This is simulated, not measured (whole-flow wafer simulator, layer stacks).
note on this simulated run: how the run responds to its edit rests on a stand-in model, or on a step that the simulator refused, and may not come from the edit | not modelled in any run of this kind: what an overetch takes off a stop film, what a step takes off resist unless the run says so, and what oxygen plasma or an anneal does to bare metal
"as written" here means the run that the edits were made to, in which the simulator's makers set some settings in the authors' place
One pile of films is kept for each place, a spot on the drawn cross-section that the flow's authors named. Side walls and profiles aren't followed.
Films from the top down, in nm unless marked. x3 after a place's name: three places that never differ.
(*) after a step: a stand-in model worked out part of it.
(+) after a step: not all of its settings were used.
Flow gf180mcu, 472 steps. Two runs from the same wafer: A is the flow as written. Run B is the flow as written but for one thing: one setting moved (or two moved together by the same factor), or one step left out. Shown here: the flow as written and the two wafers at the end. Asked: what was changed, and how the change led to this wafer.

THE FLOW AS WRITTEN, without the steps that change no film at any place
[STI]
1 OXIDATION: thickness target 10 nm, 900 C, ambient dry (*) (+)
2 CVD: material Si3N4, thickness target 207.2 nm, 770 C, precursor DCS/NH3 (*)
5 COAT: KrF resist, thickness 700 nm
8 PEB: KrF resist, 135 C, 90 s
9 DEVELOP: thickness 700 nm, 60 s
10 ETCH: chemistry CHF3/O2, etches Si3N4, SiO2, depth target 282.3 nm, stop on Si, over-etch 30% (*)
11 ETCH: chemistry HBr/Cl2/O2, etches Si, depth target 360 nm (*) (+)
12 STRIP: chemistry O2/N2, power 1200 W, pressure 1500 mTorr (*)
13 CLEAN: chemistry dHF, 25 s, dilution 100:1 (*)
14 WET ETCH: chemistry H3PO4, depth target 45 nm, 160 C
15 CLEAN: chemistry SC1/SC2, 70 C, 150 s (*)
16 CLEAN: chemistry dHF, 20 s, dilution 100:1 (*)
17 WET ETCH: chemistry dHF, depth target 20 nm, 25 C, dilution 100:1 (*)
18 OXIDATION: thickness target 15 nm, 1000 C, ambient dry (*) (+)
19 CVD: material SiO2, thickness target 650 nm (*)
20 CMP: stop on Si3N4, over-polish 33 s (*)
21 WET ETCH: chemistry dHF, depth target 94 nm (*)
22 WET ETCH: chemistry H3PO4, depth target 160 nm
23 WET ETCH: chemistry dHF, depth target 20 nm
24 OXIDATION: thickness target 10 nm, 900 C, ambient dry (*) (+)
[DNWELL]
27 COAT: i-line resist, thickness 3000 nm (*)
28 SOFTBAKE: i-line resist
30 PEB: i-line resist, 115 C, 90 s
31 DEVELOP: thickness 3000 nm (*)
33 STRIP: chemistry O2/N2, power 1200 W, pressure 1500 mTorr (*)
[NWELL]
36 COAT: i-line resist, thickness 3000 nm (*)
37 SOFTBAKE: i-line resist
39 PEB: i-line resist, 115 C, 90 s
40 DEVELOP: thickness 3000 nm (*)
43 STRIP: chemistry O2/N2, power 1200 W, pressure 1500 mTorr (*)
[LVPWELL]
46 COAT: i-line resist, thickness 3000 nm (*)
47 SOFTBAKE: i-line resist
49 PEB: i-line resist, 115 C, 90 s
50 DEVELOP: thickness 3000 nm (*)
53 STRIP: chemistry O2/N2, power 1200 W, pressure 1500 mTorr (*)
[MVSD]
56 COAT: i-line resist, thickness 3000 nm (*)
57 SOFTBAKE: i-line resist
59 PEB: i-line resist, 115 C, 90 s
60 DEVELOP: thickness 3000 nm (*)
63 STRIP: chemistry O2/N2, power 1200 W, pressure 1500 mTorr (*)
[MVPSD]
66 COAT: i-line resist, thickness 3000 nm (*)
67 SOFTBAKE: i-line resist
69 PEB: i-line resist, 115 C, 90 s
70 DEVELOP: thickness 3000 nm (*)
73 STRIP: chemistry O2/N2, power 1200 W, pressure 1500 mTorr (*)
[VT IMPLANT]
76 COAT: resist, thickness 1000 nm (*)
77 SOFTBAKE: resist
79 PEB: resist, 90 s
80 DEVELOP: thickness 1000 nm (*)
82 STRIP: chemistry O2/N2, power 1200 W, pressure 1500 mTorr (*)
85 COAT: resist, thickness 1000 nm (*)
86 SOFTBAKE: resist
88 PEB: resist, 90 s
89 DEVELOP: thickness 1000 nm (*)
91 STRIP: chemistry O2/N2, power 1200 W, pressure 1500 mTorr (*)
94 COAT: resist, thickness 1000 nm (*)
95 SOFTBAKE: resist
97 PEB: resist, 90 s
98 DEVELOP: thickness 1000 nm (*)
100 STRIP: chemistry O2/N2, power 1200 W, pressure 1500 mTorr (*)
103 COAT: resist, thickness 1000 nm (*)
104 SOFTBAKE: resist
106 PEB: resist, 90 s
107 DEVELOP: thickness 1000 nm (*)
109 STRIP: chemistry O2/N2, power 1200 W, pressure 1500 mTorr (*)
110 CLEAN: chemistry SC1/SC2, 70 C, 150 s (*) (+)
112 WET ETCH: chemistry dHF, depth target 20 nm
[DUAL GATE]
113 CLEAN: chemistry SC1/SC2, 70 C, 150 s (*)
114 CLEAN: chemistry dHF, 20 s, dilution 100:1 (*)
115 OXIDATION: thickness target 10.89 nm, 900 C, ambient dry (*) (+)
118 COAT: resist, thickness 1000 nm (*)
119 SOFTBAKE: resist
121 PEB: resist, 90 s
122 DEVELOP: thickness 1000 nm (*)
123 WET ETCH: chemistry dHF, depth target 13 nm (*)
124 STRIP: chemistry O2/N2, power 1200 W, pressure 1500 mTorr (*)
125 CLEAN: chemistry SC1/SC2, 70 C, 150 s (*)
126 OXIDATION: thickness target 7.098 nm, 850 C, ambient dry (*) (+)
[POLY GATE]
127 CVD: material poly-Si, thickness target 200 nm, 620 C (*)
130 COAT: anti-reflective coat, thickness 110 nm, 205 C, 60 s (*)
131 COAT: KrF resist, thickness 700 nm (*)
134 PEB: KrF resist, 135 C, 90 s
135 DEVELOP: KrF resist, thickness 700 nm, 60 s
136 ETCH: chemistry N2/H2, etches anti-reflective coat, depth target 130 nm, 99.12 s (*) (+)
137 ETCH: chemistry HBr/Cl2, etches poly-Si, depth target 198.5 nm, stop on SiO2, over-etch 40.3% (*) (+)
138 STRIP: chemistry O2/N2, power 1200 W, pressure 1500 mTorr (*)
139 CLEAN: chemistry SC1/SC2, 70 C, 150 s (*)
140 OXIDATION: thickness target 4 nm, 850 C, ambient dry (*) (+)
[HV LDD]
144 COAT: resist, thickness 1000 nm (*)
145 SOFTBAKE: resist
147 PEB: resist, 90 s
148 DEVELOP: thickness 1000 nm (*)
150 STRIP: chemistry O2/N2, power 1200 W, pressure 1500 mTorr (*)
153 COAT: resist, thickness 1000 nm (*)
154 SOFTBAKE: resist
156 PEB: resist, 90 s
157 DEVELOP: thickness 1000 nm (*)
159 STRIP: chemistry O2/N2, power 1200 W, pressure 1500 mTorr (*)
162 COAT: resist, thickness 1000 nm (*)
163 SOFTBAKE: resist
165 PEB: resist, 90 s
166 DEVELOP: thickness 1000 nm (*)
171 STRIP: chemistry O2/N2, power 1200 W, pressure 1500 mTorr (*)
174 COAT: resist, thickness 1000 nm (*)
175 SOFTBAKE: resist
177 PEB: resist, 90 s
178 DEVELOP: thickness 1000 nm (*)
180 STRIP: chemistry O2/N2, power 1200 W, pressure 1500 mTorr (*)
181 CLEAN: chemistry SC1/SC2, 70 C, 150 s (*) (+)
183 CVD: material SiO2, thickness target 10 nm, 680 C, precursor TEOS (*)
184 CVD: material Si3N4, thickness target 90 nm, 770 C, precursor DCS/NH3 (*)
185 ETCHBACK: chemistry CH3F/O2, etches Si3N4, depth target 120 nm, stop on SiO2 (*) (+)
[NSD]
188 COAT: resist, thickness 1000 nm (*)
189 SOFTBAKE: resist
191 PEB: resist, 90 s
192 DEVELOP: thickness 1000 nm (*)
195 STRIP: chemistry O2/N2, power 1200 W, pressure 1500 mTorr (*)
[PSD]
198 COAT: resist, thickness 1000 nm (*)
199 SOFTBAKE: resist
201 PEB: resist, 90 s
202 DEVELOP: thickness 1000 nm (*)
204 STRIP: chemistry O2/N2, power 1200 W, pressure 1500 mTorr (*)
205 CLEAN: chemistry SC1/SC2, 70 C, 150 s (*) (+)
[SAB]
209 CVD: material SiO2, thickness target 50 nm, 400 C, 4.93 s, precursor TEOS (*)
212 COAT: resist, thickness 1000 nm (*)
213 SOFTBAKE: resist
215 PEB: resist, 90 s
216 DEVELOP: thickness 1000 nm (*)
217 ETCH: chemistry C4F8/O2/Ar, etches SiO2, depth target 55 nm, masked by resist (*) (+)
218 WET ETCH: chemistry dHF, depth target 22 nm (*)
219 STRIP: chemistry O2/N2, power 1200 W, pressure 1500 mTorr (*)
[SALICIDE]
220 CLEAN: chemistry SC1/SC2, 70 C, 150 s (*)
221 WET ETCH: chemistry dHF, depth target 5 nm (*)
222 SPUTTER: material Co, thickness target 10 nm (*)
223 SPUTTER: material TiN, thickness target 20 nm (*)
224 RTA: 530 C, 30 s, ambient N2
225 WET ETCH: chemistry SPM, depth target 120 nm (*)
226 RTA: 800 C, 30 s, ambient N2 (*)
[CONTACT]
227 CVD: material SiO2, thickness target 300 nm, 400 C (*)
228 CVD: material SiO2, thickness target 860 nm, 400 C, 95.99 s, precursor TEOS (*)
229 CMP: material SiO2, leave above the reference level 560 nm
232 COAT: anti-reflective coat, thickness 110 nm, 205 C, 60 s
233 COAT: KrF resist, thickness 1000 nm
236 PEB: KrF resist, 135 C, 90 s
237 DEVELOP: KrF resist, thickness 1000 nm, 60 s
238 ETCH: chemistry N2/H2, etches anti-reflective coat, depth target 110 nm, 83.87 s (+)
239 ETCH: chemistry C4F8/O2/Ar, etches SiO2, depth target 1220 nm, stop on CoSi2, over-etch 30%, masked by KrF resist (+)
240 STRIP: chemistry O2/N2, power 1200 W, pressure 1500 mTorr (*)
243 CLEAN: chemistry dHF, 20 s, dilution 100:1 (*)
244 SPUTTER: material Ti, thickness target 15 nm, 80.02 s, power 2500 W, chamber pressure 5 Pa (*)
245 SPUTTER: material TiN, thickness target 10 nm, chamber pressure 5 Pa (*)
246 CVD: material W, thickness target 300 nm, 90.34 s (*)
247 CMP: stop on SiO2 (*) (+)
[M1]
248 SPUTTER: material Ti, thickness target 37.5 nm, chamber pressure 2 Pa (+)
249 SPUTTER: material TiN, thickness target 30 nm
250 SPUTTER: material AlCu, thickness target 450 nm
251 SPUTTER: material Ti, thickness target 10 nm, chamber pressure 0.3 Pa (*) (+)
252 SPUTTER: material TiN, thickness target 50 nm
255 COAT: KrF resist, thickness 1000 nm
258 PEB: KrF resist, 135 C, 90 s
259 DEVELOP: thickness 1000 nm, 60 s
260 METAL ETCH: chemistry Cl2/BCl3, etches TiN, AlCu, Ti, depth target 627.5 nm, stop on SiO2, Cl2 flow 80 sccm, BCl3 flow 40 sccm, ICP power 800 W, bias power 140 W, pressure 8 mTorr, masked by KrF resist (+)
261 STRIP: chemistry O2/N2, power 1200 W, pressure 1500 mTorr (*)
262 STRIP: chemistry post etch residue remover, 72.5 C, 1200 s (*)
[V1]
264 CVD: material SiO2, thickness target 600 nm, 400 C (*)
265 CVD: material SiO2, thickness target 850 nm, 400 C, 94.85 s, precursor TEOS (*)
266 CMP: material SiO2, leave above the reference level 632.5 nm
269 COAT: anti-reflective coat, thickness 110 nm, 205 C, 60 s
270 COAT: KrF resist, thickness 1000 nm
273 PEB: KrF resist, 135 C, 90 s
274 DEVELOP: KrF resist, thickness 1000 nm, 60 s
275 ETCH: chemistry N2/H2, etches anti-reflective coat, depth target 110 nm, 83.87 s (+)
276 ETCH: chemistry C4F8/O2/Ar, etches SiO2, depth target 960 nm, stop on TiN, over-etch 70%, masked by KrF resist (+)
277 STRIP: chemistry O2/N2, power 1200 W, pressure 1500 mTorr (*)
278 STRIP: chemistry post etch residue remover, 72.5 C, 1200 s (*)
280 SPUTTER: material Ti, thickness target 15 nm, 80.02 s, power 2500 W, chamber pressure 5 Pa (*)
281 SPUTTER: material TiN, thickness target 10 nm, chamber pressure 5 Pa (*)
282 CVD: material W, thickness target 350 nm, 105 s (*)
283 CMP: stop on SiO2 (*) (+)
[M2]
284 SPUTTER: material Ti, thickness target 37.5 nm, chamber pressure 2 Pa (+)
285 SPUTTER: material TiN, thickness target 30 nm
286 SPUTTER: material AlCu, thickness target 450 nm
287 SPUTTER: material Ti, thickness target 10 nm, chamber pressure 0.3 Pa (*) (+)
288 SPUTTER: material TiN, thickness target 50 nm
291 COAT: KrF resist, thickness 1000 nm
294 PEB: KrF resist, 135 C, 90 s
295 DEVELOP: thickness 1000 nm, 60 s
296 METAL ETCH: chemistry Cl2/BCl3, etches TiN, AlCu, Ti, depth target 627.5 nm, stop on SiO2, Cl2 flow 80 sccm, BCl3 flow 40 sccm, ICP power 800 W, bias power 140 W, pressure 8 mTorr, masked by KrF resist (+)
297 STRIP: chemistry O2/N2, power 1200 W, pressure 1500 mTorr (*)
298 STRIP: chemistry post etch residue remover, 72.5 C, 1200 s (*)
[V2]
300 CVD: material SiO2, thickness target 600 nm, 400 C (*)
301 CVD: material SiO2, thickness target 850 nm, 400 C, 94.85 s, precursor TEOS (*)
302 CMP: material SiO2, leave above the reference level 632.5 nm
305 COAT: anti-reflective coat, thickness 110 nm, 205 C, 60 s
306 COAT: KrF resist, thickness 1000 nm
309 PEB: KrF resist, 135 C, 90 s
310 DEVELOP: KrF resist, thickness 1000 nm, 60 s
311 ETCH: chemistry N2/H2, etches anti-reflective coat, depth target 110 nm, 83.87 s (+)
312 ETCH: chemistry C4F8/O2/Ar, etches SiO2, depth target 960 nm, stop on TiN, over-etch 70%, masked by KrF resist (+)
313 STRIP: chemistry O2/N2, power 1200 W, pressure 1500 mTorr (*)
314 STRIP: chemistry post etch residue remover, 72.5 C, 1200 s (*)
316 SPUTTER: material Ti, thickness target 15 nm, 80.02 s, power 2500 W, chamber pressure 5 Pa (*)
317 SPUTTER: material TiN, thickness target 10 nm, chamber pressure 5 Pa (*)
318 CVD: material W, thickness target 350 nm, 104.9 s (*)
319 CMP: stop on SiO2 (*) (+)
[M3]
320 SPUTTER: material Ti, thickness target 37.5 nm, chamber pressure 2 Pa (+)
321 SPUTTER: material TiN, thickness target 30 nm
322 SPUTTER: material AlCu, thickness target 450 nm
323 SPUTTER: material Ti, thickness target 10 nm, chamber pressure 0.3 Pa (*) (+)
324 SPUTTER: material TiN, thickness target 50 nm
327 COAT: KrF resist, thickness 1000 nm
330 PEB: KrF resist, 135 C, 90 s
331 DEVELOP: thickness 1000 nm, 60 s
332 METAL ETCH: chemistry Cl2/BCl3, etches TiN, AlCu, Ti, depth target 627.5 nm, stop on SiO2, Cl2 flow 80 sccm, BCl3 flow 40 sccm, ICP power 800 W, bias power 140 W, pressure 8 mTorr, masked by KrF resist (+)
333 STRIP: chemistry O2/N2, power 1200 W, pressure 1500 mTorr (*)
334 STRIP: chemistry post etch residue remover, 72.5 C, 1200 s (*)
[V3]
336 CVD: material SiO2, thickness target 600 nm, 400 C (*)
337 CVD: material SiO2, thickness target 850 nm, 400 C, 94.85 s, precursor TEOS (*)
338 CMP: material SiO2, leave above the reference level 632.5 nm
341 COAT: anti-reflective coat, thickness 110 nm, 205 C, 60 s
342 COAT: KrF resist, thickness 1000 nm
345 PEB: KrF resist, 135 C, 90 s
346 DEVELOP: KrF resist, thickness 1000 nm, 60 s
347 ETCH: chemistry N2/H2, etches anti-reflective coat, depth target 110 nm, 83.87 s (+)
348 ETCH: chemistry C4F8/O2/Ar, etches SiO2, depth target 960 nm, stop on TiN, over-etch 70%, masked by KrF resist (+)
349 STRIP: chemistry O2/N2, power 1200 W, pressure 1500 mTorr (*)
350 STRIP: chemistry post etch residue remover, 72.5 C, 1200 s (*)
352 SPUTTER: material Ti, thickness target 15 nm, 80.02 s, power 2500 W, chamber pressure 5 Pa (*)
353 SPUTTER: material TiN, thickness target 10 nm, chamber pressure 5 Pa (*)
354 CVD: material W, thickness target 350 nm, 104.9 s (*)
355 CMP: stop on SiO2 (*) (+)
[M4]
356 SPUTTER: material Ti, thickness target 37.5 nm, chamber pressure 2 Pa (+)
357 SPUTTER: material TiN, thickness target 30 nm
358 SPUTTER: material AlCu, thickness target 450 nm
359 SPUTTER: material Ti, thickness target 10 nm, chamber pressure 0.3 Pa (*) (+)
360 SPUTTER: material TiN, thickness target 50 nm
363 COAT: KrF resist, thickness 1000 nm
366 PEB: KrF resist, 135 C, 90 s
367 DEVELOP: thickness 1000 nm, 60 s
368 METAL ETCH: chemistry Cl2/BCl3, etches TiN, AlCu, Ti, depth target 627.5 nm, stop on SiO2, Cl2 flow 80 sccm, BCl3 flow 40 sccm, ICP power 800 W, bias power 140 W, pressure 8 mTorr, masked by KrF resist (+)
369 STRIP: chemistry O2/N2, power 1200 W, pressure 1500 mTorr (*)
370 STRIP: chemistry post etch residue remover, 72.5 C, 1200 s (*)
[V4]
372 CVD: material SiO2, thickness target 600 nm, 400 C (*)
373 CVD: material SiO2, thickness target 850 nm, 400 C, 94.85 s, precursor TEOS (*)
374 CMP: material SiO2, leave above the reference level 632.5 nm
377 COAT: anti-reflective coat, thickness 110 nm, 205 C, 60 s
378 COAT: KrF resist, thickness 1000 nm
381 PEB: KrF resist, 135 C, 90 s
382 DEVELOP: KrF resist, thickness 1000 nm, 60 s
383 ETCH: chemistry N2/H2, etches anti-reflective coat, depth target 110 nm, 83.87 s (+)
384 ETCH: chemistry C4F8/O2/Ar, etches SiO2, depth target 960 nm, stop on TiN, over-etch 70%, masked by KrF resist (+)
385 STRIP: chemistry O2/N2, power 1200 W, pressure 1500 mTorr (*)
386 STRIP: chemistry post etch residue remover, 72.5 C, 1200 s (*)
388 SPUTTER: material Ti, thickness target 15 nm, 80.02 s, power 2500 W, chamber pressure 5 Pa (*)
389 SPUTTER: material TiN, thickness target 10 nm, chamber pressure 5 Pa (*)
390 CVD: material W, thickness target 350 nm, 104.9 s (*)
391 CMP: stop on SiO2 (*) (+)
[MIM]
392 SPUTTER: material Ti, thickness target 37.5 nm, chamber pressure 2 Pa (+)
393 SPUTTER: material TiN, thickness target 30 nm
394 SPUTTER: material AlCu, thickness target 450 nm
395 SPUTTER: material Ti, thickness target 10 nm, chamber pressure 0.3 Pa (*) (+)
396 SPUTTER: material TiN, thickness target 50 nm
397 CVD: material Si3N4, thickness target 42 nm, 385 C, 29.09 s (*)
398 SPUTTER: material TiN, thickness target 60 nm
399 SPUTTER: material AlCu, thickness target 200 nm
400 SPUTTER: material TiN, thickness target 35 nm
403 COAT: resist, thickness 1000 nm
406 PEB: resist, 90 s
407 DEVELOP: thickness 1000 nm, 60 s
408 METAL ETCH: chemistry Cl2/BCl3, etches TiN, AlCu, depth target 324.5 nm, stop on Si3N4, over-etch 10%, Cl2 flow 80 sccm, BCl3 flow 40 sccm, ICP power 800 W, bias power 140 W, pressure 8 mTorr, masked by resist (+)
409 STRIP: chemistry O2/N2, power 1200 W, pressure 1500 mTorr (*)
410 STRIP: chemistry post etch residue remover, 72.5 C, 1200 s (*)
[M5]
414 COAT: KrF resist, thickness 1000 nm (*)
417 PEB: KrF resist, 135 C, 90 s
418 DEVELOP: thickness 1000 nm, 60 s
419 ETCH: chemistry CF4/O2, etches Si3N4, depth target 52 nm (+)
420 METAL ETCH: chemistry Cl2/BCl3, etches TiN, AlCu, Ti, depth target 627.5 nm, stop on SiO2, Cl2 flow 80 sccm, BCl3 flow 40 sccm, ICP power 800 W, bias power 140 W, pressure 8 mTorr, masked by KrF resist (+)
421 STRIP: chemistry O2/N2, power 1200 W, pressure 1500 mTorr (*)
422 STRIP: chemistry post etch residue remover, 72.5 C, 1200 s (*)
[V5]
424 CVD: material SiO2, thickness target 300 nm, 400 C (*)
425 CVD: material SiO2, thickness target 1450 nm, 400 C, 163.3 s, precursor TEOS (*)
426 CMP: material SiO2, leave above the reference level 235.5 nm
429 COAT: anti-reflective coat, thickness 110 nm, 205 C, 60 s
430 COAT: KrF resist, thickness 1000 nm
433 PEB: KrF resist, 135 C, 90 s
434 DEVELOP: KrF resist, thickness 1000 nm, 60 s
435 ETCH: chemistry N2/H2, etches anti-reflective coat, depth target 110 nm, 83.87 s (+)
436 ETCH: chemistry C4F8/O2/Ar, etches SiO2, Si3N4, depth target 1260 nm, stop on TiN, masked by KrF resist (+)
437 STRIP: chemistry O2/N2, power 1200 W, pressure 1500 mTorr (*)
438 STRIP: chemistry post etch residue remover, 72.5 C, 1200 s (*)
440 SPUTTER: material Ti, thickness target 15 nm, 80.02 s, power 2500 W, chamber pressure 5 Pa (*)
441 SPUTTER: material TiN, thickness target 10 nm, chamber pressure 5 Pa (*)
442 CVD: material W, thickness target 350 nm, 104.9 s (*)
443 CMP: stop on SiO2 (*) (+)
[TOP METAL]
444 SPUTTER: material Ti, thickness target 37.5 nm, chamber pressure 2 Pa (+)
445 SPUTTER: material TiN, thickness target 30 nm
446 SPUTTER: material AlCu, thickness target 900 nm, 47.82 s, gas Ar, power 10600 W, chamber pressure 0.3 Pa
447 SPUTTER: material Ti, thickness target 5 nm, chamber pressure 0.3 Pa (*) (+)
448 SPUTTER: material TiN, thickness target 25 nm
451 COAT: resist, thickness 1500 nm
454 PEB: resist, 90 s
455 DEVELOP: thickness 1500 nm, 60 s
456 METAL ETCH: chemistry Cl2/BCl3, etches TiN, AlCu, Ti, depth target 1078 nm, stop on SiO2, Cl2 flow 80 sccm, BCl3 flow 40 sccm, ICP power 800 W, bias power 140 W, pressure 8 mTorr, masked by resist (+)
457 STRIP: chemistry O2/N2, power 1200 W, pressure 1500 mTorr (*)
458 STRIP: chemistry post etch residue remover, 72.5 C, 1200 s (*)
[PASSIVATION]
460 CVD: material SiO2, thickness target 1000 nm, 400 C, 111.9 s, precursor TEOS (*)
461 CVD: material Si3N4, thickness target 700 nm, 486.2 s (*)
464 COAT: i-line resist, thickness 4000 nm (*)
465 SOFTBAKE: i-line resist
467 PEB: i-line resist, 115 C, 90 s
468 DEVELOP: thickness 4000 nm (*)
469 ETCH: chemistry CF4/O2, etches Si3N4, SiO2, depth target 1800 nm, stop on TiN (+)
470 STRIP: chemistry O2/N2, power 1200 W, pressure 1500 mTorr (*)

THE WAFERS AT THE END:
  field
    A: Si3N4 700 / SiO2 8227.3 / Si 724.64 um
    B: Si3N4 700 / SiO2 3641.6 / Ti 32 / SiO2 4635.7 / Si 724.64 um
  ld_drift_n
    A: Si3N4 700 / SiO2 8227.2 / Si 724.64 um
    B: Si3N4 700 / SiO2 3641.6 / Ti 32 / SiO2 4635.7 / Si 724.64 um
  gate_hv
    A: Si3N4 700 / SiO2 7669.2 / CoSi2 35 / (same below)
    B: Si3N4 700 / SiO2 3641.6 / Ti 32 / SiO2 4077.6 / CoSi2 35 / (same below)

The cause: step 358, SPUTTER: thickness target 532 nm was run, where the flow has thickness target 450 nm.

How the change led to this, step by step:
  358 SPUTTER: material AlCu, thickness target 450 nm
      field, field__w1, field__w2 and 108 more: A AlCu +450 (new film) | B AlCu +532 (new film)
  368 METAL ETCH: chemistry Cl2/BCl3, etches TiN, AlCu, Ti, depth target 627.5 nm, stop on SiO2, Cl2 flow 80 sccm, BCl3 flow 40 sccm, ICP power 800 W, bias power 140 W, pressure 8 mTorr, masked by KrF resist (+)
      field, field__w1, field__w2 and 103 more: A TiN -50 (all of it), Ti -10 (all of it), AlCu -450 (all of it), TiN -30 (all of it), Ti -37.5 (all of it) | B TiN -50 (all of it), Ti -10 (all of it), AlCu -532 (all of it), TiN -30 (all of it), Ti -5.5
  372 CVD: material SiO2, thickness target 600 nm, 400 C (*)
      field, field__w1, field__w2 and 103 more: A SiO2 +600 | B SiO2 +600 (new film)
  374 CMP: material SiO2, leave above the reference level 632.5 nm
      field, field__w1, field__w2 and 103 more: A SiO2 -300 | B SiO2 -250
Counting metal films that touch as one body, field has 1 body; the flow as written gives 0 bodies.
Counting metal films that touch as one body, ld_drift_n has 1 body; the flow as written gives 0 bodies.
Counting metal films that touch as one body, gate_hv has 2 bodies (between them, from the top down: SiO2 4077.6); the flow as written gives 1 body.
